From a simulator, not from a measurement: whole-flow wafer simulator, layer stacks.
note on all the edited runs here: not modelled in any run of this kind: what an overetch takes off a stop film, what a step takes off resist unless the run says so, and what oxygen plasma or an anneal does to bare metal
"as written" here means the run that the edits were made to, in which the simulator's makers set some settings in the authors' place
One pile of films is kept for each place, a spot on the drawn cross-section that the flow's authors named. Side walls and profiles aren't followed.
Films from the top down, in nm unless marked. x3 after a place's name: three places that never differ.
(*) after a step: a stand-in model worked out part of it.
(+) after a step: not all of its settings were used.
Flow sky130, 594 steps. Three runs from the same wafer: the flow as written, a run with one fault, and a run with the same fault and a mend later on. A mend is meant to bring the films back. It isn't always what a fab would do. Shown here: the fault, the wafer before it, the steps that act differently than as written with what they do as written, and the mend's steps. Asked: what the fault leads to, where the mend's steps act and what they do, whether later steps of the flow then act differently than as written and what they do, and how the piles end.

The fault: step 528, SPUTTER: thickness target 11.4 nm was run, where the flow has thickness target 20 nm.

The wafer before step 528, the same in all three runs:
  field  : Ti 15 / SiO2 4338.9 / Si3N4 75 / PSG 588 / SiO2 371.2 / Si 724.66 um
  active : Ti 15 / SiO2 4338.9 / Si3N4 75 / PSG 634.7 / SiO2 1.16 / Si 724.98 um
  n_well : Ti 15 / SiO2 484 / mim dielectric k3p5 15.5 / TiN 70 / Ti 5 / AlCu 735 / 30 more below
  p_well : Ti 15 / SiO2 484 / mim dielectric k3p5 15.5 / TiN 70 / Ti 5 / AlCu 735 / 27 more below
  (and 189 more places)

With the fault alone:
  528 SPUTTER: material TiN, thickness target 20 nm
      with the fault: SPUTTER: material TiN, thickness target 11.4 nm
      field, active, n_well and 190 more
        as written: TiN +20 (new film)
        with the fault: TiN +11.4 (new film)
  Later steps of the flow that act differently than as written (19 more steps differ only slightly, by at most 2% or 0.5 nm, whichever is larger, and aren't shown):
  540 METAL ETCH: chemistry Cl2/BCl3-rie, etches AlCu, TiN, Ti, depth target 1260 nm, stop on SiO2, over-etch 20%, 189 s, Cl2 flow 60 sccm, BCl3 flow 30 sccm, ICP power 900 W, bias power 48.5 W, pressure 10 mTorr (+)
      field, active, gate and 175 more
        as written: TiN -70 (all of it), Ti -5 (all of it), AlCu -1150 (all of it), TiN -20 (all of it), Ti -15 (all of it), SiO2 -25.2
        with the fault: TiN -70 (all of it), Ti -5 (all of it), AlCu -1150 (all of it), TiN -11.4 (all of it), Ti -15 (all of it), SiO2 -26.1
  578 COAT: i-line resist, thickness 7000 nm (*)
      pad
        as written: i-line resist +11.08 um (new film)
        with the fault: i-line resist +11.09 um (new film)
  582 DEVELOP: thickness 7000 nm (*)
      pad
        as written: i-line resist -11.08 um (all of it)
        with the fault: i-line resist -11.09 um (all of it)
  At the end the piles differ from the flow's by more than 2% or 0.5 nm, whichever is larger, at n_well, p_well, sd_n and 12 more.
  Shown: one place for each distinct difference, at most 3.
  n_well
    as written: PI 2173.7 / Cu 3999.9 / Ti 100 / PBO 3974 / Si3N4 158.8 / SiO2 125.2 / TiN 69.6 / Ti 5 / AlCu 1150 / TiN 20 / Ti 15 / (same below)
    with the fault: PI 2174.7 / Cu 3999.9 / Ti 100 / PBO 3980.2 / Si3N4 158.8 / SiO2 125.2 / TiN 69.6 / Ti 5 / AlCu 1150 / TiN 11.4 / Ti 15 / (same below)
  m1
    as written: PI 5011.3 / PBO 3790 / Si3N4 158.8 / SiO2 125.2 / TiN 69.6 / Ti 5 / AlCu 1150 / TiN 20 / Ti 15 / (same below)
    with the fault: PI 5011.7 / PBO 3797.1 / Si3N4 158.8 / SiO2 125.2 / TiN 69.6 / Ti 5 / AlCu 1150 / TiN 11.4 / Ti 15 / (same below)
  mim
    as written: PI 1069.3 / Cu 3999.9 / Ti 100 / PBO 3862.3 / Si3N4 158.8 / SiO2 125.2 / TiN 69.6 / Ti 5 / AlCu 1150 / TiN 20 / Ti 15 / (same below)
    with the fault: PI 1070.1 / Cu 3999.9 / Ti 100 / PBO 3868.9 / Si3N4 158.8 / SiO2 125.2 / TiN 69.6 / Ti 5 / AlCu 1150 / TiN 11.4 / Ti 15 / (same below)

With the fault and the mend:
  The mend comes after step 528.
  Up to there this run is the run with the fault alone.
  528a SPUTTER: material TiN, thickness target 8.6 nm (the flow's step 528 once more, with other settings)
      field, active, n_well and 190 more
        TiN +8.6
  No later step of the flow acts differently than as written at any place that is followed.
  At the end the piles are the same as the flow's at every place that both follow.
